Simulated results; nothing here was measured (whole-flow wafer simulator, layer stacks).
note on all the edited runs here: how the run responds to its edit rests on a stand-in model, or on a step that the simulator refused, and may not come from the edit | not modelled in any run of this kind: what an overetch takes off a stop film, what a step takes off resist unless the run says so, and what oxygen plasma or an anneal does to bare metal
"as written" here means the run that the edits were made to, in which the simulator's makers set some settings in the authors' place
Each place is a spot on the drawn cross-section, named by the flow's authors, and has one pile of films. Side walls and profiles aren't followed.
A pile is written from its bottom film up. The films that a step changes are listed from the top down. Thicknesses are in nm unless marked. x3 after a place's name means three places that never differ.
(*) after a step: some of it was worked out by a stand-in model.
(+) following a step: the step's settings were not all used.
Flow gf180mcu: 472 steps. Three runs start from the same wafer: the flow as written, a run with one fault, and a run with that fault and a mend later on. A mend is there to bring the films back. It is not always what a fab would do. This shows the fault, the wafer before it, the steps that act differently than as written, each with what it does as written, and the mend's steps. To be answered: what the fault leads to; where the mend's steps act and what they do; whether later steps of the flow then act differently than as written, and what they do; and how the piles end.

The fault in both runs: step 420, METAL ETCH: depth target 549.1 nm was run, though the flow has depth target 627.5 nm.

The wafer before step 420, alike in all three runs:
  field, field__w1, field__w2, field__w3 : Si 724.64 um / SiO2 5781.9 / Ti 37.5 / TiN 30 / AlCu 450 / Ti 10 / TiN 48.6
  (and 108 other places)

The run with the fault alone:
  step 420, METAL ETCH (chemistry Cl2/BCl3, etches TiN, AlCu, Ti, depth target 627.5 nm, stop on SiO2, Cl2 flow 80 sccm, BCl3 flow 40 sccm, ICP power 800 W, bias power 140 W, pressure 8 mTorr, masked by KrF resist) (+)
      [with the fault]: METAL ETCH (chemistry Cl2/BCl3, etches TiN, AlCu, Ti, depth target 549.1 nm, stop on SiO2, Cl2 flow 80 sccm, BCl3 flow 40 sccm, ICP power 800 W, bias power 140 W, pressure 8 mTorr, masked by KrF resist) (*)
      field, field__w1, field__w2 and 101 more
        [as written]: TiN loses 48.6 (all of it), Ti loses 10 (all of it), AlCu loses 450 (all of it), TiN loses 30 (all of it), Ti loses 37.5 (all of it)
        [with the fault]: TiN loses 48.6 (all of it), Ti loses 10 (all of it), AlCu loses 450 (all of it), TiN loses 30 (all of it), Ti loses 10.5
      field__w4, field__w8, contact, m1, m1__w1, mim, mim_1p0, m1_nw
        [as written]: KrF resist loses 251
        [with the fault]: KrF resist loses 219.6
  Later steps of the flow acting differently than as written (1 more step, not shown, differs only slightly: by at most 2% or 0.5 nm, whichever is larger):
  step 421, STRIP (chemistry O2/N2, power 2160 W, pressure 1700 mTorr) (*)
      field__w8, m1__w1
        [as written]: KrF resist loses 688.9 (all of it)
        [with the fault]: KrF resist loses 720.2 (all of it)
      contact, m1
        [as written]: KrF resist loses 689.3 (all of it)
        [with the fault]: KrF resist loses 720.7 (all of it)
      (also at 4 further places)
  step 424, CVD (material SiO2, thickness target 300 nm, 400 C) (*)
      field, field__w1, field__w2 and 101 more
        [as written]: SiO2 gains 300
        [with the fault]: SiO2 gains 300 (new film)
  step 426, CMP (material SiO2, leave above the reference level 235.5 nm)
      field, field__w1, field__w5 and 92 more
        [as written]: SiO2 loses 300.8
        [with the fault]: SiO2 loses 327.8
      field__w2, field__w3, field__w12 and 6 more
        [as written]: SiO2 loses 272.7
        [with the fault]: SiO2 loses 300.9
  At field, field__w1, field__w2 and 101 more, the piles at the end differ from the flow's by more than 2% or 0.5 nm, whichever is larger.
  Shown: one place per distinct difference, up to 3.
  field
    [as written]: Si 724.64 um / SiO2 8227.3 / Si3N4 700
    [with the fault]: Si 724.64 um / SiO2 5781.9 / Ti 27 / SiO2 2418.4 / Si3N4 700
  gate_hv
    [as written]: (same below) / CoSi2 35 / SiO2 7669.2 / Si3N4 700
    [with the fault]: (same below) / CoSi2 35 / SiO2 5223.8 / Ti 27 / SiO2 2418.4 / Si3N4 700
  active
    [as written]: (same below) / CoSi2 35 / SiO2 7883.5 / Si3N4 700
    [with the fault]: (same below) / CoSi2 35 / SiO2 5438.1 / Ti 27 / SiO2 2418.4 / Si3N4 700

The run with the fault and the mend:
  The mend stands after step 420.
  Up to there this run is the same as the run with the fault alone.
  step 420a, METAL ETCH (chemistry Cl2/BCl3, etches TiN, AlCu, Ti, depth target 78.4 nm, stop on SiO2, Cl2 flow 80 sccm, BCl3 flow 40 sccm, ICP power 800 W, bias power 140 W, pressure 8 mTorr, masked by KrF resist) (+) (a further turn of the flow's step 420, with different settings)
      field, field__w1, field__w2 and 101 more
        Ti loses 27 (all of it)
      field__w4, field__w8, contact, m1, m1__w1, mim, mim_1p0, m1_nw
        KrF resist loses 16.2
  Later steps of the flow acting differently than as written:
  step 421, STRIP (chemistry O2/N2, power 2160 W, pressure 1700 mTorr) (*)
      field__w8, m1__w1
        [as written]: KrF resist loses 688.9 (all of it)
        [with the mend]: KrF resist loses 704 (all of it)
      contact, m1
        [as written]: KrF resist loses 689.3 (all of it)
        [with the mend]: KrF resist loses 704.5 (all of it)
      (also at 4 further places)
  By the end, the piles equal the flow's at every place that both follow.
